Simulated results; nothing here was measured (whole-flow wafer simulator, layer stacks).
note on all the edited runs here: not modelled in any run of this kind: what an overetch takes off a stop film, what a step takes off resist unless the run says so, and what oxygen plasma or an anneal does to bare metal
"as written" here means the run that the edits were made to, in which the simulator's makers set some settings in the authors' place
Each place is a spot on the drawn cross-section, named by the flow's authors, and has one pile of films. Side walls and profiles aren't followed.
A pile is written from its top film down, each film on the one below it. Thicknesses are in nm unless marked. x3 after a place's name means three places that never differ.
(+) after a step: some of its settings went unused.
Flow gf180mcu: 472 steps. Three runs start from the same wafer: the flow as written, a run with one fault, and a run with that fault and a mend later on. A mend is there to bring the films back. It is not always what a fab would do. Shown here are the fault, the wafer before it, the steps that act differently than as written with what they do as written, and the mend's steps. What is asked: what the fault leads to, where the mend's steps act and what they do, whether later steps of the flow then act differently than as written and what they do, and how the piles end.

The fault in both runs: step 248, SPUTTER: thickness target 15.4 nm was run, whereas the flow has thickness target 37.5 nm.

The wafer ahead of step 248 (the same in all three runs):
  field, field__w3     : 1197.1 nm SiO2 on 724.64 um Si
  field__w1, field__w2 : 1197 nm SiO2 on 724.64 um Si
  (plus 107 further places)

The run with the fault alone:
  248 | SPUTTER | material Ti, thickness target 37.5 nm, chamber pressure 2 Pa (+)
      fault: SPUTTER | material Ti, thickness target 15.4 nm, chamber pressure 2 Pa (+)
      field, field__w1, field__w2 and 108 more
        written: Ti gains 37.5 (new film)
        fault: Ti gains 15.4 (new film)
  Later steps of the flow acting differently than as written:
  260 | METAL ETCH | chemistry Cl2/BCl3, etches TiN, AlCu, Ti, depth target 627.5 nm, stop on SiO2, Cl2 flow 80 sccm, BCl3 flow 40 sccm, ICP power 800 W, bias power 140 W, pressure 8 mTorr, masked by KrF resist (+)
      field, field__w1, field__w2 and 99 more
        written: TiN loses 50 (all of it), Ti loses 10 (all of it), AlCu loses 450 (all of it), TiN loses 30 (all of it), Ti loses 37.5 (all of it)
        fault: TiN loses 50 (all of it), Ti loses 10 (all of it), AlCu loses 450 (all of it), TiN loses 30 (all of it), Ti loses 15.4 (all of it)
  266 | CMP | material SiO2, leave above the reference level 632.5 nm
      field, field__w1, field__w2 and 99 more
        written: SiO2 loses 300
        fault: SiO2 loses 322.1
  The piles end different from the flow's at field__w8, contact, m1 and 6 more by more than 2% or 0.5 nm, whichever is larger.
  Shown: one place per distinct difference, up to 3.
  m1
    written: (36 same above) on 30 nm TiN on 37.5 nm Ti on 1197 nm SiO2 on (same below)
    fault: (36 same above) on 30 nm TiN on 15.4 nm Ti on 1197 nm SiO2 on (same below)
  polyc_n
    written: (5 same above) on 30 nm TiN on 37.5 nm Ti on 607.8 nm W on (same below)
    fault: (5 same above) on 30 nm TiN on 15.4 nm Ti on 607.8 nm W on (same below)
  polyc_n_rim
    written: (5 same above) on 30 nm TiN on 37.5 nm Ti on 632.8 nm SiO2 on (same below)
    fault: (5 same above) on 30 nm TiN on 15.4 nm Ti on 632.8 nm SiO2 on (same below)

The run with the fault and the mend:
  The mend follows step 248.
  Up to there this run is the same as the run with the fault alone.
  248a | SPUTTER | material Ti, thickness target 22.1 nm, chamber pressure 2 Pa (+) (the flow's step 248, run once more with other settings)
      field, field__w1, field__w2 and 108 more
        Ti gains 22.1
  None of the later steps of the flow acts differently than as written at any place that is followed.
  By the end, the piles equal the flow's at every place that both follow.
